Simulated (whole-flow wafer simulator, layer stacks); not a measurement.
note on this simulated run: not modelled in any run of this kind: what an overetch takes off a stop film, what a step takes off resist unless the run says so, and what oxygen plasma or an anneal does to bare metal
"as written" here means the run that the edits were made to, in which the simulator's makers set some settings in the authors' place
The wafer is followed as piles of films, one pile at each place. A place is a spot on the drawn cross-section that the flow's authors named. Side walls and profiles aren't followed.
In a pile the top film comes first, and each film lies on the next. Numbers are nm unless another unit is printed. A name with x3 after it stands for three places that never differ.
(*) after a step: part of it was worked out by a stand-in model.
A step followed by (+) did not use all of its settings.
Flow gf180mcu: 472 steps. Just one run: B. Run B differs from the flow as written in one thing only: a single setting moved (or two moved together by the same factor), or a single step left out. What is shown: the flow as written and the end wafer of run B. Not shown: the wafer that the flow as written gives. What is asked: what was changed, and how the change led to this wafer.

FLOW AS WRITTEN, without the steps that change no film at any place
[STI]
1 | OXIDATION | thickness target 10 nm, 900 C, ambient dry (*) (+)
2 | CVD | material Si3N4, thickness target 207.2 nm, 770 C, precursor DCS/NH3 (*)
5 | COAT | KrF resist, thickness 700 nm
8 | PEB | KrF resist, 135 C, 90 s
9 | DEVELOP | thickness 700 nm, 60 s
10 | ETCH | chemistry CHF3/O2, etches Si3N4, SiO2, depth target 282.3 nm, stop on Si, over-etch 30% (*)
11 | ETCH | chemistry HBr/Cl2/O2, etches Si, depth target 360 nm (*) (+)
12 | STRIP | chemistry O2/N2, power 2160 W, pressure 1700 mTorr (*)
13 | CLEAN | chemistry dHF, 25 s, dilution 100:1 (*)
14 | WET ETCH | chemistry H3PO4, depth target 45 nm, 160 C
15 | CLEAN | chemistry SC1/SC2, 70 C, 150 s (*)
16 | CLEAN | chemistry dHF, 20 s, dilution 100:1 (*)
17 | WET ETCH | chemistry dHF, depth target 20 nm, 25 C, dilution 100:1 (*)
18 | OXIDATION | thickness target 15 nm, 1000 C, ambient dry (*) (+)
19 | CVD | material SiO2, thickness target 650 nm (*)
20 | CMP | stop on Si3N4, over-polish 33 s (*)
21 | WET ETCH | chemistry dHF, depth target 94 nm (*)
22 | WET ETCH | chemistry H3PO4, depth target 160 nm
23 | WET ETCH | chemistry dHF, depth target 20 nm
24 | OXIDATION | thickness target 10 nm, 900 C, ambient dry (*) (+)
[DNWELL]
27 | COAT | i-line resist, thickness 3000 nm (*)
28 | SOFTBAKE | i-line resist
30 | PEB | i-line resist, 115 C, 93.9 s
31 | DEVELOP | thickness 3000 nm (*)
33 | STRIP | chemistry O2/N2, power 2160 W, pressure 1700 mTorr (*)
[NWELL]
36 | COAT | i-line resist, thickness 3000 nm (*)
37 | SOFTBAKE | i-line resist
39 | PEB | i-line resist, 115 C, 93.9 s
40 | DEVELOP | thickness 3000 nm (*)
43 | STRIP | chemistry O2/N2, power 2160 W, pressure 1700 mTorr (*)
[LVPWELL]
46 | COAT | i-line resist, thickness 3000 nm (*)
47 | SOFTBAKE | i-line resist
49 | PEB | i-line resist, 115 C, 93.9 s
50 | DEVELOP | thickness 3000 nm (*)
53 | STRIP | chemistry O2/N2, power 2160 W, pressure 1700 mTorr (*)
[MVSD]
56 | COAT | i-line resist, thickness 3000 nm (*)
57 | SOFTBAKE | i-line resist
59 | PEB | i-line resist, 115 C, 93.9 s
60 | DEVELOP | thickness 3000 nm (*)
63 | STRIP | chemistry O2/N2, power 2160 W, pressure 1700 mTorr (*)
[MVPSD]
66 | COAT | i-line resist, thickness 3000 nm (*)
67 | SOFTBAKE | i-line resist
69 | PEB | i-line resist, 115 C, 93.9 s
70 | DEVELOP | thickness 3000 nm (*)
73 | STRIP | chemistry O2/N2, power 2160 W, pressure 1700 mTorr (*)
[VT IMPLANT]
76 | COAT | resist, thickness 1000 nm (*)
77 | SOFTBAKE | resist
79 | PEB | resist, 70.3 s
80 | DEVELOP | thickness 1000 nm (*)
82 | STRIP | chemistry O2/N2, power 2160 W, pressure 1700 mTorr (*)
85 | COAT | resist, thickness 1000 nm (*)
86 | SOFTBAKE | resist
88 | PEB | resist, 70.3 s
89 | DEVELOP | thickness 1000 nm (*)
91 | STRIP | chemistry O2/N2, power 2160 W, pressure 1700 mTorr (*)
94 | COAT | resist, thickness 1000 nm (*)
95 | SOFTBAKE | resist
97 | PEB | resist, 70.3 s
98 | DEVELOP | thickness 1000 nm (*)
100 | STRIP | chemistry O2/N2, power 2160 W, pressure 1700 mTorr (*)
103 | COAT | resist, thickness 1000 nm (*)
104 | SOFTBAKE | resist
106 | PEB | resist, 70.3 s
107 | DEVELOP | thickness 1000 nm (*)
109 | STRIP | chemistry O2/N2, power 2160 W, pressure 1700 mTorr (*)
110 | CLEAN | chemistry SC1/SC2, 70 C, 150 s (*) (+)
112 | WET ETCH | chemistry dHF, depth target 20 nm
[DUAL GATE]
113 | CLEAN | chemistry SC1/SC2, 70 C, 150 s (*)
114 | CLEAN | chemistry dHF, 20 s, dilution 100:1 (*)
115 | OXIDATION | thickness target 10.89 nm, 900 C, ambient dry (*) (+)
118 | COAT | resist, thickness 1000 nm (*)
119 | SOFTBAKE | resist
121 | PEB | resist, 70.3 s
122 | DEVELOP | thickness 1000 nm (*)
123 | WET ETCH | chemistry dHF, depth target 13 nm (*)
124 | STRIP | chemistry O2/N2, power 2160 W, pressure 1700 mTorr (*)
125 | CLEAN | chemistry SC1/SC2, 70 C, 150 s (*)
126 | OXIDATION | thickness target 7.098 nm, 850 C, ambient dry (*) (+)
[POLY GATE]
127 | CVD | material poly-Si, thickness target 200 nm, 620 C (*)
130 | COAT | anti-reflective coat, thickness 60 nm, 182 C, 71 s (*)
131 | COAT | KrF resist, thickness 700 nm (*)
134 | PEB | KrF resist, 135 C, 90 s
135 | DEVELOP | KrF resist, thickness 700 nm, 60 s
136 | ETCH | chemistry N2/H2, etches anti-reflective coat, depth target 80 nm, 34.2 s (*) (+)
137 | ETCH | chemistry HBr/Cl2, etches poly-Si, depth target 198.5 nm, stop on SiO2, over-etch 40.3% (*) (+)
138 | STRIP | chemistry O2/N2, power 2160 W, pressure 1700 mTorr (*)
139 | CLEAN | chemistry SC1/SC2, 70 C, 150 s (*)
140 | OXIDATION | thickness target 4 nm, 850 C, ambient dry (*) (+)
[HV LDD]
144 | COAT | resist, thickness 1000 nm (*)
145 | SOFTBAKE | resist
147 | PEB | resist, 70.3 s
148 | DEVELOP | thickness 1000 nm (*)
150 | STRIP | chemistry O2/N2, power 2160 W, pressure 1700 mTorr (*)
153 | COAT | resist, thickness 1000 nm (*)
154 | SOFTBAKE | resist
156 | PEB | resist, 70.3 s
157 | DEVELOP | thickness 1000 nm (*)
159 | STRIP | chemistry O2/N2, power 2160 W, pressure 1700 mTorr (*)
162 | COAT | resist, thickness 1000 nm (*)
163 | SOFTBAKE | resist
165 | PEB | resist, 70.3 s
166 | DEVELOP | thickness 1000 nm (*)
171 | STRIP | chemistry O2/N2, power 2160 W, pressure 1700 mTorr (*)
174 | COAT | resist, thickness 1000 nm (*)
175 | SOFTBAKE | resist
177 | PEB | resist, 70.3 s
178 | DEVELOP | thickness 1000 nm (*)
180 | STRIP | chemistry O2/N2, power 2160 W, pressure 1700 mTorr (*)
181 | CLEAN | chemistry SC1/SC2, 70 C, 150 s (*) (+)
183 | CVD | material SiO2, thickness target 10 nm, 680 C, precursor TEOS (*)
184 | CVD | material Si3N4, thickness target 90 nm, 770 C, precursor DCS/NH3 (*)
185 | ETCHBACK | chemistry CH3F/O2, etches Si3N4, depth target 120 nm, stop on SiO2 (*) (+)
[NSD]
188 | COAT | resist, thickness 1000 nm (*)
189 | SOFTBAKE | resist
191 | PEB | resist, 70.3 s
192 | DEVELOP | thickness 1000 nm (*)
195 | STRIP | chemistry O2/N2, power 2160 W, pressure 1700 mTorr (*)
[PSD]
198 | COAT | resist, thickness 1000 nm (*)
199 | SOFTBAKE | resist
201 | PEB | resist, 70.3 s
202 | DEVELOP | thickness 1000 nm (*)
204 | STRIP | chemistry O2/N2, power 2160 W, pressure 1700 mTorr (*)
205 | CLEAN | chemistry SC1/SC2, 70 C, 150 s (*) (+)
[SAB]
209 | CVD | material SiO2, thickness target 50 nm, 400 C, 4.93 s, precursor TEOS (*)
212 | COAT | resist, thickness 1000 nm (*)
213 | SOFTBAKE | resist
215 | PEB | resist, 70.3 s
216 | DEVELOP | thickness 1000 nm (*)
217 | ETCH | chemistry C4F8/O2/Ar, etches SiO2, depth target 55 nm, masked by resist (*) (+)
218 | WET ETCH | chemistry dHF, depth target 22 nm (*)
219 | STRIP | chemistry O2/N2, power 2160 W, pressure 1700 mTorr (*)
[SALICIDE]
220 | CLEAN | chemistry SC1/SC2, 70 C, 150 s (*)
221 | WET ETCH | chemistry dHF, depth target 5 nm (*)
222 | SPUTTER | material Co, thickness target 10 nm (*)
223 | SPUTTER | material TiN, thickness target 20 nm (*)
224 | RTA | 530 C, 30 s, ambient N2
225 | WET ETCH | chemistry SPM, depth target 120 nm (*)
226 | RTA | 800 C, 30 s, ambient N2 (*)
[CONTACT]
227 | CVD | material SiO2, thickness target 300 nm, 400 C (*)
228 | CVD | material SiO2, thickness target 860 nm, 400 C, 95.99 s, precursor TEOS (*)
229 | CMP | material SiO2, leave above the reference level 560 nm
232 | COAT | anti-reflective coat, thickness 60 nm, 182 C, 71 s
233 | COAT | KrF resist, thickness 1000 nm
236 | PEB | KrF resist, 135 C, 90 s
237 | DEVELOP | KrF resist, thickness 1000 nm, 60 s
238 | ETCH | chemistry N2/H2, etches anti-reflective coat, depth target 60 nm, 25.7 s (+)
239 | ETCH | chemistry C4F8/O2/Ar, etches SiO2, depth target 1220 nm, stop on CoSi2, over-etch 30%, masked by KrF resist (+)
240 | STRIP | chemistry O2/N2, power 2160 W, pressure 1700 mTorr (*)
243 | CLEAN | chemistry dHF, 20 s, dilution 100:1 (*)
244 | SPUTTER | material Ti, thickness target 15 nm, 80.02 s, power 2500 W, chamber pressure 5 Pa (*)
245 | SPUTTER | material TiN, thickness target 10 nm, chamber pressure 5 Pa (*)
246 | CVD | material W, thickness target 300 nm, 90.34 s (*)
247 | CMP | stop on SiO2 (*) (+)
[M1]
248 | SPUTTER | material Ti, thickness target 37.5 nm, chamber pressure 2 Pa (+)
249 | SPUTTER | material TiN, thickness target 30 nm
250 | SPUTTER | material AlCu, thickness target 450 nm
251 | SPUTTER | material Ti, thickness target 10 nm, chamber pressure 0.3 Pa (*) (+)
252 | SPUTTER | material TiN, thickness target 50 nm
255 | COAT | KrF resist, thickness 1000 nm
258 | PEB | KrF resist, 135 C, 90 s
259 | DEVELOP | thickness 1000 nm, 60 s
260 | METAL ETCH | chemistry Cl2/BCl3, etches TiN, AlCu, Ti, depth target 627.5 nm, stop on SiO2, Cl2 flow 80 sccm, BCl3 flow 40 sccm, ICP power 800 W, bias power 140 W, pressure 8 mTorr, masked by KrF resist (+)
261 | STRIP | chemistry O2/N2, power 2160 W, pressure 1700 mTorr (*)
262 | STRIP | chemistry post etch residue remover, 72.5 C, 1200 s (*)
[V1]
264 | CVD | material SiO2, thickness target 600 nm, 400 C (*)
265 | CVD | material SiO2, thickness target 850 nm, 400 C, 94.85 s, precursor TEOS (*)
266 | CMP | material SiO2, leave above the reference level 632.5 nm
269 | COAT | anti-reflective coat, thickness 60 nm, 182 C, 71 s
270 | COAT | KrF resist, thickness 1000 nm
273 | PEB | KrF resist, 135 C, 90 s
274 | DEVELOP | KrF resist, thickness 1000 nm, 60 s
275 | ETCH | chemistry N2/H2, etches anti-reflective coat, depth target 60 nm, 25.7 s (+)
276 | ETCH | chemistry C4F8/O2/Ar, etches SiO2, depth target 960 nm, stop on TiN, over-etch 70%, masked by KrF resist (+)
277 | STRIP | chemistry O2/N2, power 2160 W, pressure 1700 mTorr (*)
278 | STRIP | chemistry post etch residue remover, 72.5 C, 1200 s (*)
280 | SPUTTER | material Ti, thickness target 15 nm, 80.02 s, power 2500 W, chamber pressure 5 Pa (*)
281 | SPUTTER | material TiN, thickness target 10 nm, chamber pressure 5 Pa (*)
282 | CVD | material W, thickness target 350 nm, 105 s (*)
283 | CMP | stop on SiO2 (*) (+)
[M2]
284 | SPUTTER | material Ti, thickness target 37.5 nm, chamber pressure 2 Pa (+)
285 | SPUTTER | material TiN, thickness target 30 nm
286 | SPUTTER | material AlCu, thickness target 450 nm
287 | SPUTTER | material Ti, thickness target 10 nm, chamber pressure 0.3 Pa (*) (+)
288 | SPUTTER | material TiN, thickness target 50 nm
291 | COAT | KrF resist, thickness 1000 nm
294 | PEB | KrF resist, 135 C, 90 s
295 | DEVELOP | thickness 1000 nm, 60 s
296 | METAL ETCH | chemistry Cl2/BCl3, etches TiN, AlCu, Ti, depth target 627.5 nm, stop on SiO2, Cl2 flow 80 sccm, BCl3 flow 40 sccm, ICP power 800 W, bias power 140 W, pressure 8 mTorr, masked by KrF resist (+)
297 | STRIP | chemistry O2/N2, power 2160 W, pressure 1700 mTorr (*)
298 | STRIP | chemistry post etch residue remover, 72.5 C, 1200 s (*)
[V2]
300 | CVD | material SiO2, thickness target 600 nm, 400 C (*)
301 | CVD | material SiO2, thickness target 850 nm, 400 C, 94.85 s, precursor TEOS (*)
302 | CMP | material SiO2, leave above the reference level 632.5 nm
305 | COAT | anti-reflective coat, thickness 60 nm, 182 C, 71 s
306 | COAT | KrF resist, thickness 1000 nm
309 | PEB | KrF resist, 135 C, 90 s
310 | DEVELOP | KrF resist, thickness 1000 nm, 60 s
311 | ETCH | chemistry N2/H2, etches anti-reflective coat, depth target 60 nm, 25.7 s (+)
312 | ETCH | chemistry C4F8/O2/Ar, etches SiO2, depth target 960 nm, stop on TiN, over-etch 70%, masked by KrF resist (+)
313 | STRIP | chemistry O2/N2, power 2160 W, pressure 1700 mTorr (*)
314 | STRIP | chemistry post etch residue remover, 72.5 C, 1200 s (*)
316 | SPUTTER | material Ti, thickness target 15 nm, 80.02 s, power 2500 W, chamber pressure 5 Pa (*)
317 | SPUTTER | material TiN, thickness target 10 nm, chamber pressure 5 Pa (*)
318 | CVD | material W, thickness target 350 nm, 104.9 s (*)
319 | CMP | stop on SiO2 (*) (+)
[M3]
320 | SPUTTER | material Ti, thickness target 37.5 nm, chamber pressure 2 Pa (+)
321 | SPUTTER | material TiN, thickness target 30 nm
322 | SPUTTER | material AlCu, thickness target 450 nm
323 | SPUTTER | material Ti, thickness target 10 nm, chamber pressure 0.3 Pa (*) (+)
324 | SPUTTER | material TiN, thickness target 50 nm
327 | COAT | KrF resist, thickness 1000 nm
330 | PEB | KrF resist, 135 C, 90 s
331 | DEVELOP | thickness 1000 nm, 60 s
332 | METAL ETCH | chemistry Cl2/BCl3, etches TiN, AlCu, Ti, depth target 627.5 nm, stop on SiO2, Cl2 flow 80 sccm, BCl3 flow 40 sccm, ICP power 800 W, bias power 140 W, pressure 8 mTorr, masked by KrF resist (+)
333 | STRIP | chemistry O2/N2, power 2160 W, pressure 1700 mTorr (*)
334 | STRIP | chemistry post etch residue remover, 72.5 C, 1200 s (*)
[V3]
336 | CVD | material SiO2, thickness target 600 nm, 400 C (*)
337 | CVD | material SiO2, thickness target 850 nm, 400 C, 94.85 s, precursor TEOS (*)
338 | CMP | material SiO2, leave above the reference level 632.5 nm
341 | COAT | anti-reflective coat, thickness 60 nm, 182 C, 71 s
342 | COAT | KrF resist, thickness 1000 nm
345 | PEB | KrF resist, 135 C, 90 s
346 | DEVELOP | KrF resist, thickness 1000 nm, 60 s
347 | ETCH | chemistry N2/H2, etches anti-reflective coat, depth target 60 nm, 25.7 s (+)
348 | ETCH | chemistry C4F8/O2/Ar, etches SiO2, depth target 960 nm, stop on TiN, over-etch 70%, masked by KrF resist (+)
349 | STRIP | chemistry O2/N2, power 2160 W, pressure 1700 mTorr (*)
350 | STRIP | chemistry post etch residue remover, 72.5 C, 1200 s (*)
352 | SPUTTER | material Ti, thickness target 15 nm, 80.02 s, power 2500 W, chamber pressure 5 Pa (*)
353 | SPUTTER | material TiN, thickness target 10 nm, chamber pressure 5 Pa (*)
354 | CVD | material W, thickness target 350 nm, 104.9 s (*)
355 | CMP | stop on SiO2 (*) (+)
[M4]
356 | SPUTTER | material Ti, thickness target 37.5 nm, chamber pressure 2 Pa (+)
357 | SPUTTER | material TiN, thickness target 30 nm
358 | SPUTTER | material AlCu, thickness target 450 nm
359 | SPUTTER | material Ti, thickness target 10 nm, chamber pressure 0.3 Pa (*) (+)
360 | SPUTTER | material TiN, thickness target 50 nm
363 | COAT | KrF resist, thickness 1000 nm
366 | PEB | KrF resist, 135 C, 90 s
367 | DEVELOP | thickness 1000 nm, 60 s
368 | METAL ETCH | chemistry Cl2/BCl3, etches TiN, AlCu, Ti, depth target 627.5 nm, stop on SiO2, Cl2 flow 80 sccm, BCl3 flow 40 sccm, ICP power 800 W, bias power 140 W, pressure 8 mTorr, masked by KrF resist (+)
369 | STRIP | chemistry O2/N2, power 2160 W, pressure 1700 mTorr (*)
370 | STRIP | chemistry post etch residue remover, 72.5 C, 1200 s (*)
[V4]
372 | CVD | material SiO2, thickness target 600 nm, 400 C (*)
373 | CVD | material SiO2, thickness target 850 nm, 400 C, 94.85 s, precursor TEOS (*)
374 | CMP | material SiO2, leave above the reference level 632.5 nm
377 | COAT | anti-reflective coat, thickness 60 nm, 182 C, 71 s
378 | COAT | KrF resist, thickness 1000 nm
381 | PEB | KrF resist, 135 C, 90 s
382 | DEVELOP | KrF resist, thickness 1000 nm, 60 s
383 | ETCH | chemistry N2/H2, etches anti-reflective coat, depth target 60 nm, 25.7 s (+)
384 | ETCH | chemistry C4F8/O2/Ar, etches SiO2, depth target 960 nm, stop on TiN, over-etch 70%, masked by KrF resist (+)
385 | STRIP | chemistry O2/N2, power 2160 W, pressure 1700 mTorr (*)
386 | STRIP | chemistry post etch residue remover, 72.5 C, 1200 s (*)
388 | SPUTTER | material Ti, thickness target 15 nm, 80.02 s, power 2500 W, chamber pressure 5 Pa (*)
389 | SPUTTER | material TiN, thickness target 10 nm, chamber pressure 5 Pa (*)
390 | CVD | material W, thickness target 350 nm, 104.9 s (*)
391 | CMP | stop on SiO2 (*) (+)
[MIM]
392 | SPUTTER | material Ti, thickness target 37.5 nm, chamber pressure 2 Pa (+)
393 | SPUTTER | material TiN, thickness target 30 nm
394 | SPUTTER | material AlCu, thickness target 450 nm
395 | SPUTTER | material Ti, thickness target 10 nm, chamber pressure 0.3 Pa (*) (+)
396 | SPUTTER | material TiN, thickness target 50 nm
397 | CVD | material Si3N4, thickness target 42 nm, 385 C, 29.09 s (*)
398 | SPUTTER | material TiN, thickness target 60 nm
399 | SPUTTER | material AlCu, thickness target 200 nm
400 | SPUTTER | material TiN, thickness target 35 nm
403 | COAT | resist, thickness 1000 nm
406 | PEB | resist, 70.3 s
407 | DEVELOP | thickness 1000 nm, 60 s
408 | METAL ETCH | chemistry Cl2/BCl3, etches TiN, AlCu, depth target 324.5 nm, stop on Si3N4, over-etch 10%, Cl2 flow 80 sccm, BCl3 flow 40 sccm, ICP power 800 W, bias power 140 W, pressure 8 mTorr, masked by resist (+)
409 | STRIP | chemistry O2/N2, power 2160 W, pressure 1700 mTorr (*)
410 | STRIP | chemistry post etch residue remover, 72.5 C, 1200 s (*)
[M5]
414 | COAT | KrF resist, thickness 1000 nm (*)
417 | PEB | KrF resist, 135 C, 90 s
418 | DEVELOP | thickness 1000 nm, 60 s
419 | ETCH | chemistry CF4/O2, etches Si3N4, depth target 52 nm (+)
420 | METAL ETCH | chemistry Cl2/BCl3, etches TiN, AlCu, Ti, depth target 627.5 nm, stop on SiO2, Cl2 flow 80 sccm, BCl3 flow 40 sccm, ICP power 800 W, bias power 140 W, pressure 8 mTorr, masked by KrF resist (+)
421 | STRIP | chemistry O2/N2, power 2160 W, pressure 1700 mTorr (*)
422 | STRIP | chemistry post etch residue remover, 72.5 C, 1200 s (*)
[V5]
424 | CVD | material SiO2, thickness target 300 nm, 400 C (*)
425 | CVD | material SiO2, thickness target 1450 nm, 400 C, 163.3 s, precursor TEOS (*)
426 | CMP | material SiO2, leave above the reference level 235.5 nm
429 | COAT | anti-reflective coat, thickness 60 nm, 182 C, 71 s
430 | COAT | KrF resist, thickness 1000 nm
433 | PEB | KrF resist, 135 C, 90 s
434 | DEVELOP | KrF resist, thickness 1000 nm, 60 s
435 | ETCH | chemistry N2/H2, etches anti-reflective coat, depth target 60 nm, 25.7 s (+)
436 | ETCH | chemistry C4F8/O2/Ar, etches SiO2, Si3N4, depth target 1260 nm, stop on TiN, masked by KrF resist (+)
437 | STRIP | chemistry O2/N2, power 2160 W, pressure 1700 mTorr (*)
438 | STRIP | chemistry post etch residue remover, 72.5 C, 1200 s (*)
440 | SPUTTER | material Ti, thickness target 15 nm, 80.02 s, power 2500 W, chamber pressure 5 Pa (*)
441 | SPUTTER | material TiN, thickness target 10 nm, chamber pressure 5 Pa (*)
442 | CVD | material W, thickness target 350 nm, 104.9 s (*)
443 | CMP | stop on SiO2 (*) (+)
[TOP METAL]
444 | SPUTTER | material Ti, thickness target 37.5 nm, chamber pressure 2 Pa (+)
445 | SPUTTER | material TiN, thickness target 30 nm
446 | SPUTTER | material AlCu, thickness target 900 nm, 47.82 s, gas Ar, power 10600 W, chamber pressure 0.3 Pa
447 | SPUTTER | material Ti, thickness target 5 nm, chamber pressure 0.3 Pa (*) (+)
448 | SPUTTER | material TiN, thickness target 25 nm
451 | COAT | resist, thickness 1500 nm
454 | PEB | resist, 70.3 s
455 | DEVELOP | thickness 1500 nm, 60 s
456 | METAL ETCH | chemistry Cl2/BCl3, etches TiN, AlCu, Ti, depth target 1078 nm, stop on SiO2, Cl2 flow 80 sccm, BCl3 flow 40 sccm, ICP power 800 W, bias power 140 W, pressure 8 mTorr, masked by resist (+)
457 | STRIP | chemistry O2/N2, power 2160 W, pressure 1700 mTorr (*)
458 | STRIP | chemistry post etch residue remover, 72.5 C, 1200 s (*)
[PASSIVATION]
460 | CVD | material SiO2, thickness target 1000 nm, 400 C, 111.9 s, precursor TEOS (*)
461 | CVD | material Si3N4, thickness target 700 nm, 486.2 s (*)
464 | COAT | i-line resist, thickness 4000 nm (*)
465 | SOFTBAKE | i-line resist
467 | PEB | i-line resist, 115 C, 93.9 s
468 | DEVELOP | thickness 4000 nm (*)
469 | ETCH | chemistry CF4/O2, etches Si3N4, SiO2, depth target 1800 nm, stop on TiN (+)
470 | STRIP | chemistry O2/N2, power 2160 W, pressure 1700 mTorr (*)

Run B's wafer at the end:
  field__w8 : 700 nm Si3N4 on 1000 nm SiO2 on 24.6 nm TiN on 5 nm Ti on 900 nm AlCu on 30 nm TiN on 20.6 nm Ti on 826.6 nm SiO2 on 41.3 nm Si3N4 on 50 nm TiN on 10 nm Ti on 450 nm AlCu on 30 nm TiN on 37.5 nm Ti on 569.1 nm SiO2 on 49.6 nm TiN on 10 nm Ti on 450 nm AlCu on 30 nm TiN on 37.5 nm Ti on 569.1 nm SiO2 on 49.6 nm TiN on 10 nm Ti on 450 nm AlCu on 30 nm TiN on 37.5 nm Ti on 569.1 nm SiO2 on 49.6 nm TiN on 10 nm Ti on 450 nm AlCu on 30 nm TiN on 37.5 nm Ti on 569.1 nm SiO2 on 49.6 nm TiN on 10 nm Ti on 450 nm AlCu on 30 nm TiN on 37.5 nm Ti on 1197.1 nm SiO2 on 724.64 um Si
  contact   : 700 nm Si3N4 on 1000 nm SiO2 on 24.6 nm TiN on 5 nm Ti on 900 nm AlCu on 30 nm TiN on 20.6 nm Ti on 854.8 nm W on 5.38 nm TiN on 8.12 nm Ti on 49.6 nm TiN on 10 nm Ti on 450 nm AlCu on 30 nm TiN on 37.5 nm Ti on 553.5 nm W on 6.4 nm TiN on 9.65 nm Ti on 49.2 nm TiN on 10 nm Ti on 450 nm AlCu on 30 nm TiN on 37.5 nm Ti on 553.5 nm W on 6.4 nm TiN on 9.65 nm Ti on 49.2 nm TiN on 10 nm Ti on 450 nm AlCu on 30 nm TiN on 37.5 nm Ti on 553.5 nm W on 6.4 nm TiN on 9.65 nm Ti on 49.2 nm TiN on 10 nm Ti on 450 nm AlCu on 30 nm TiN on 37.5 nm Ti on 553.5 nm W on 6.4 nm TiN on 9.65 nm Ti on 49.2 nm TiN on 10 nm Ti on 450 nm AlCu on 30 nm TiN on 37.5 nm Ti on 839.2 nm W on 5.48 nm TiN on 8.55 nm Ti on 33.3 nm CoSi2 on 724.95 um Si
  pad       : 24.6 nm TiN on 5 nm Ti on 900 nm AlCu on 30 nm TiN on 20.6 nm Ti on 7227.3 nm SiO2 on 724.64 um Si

Cause: step 444, SPUTTER: thickness target 20.6 nm was run, whereas the flow has thickness target 37.5 nm.
The wafer itself shows it: field__w8 has Ti 20.6, and step 444 as written asks for 37.5 nm.

Step by step, how the change led to this:
  444 | SPUTTER | material Ti, thickness target 37.5 nm, chamber pressure 2 Pa (+)
      field, field__w1, field__w2 and 109 more: Ti gains 20.6 (new film) (as written it would have been: Ti gains 37.5 (new film))
  456 | METAL ETCH | chemistry Cl2/BCl3, etches TiN, AlCu, Ti, depth target 1078 nm, stop on SiO2, Cl2 flow 80 sccm, BCl3 flow 40 sccm, ICP power 800 W, bias power 140 W, pressure 8 mTorr, masked by resist (+)
      field, field__w1, field__w2 and 103 more: TiN loses 25 (all of it), Ti loses 5 (all of it), AlCu loses 900 (all of it), TiN loses 30 (all of it), Ti loses 20.6 (all of it) (as written it would have been: TiN loses 25 (all of it), Ti loses 5 (all of it), AlCu loses 900 (all of it), TiN loses 30 (all of it), Ti loses 37.5 (all of it))
  465 | SOFTBAKE | i-line resist
      field__w2, field_sub__w4: i-line resist gains 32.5 (as written it would have been: i-line resist gains 33.4)
      field__w11, field__w13: i-line resist gains 36.7 (as written it would have been: i-line resist gains 37.6)
      (also at 59 further places)
